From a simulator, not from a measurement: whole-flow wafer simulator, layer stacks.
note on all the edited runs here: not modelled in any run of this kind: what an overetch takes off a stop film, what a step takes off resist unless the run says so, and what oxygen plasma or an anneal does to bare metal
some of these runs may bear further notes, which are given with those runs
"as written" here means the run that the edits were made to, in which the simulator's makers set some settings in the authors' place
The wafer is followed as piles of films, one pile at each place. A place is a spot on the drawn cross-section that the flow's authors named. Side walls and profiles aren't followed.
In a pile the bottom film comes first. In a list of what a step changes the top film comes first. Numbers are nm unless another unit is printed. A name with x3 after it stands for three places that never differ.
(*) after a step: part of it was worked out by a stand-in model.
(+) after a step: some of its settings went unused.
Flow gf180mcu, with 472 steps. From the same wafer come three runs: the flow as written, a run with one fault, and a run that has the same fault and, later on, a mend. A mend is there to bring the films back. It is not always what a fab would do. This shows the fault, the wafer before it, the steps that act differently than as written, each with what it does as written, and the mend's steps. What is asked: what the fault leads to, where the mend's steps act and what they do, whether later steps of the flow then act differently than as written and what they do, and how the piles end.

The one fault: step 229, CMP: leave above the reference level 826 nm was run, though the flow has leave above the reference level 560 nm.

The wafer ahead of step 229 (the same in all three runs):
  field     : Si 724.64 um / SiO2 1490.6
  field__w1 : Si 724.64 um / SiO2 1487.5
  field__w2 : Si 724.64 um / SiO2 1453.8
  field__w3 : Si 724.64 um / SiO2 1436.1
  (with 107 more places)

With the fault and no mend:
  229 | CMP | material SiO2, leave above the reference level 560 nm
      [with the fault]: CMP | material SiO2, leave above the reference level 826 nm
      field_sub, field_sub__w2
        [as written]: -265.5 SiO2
        [with the fault]: nothing
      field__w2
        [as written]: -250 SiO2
        [with the fault]: nothing
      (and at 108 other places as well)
  Steps further on in the flow that do not act as written (7 other steps are not shown; they differ only slightly, by no more than 2% or 0.5 nm, whichever is larger):
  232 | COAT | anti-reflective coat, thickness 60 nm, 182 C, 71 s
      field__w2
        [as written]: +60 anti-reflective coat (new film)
        [with the fault]: +74.1 anti-reflective coat (new film)
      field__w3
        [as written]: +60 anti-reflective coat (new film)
        [with the fault]: +91.4 anti-reflective coat (new film)
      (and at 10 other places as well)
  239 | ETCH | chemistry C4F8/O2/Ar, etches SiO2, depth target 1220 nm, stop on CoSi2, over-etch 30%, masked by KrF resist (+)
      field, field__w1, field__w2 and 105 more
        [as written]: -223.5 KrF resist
        [with the fault]: -244 KrF resist
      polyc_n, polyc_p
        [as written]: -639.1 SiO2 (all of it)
        [with the fault]: -905.1 SiO2 (all of it)
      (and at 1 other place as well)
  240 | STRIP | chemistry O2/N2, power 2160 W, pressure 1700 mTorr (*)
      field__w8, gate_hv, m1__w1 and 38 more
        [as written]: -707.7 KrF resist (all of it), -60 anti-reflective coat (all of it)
        [with the fault]: -687.2 KrF resist (all of it), -60 anti-reflective coat (all of it)
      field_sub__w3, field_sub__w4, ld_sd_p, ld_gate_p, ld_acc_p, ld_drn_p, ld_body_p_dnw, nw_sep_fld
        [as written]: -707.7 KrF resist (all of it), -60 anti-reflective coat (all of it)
        [with the fault]: -687 KrF resist (all of it), -59.9 anti-reflective coat (all of it)
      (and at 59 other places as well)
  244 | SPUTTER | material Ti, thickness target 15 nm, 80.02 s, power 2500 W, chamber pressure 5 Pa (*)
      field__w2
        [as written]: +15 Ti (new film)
        [with the fault]: +14.3 Ti (new film)
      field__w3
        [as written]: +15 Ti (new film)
        [with the fault]: +14.2 Ti (new film)
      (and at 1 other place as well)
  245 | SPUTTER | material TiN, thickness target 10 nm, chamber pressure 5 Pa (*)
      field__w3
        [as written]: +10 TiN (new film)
        [with the fault]: +9.47 TiN (new film)
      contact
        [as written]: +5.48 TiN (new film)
        [with the fault]: +4.72 TiN (new film)
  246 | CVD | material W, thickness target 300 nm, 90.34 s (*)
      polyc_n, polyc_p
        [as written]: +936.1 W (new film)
        [with the fault]: +1202.1 W (new film)
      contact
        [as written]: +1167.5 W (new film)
        [with the fault]: +1435.5 W (new film)
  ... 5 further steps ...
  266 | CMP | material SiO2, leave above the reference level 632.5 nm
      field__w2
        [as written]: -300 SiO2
        [with the fault]: -292.7 SiO2
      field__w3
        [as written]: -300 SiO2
        [with the fault]: -292.9 SiO2
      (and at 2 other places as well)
  The piles end different from the flow's at field, field__w1, field__w2 and 109 more by more than 2% or 0.5 nm, whichever is larger.
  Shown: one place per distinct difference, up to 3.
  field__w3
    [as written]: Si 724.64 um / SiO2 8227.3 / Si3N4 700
    [with the fault]: Si 724.64 um / SiO2 1432.6 / Ti 14.2 / TiN 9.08 / SiO2 7037.3 / Si3N4 700
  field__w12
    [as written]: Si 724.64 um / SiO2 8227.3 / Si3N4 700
    [with the fault]: Si 724.64 um / SiO2 1432.4 / Ti 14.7 / TiN 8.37 / SiO2 7037.8 / Si3N4 700
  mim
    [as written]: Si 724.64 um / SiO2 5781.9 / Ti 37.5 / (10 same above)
    [with the fault]: Si 724.64 um / SiO2 1421.8 / Ti 14.8 / TiN 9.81 / W 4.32 / SiO2 4597.1 / Ti 37.5 / (10 same above)

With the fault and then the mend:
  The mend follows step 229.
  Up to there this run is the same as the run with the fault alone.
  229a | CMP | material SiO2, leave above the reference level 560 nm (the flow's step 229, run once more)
      field, field__w1, field__w5 and 100 more
        -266 SiO2
      field_sub, field_sub__w2
        -265.5 SiO2
      field__w2
        -250 SiO2
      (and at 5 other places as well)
  None of the later steps of the flow acts differently than as written at any place that is followed.
  The piles end the same as the flow's at every place that both follow.
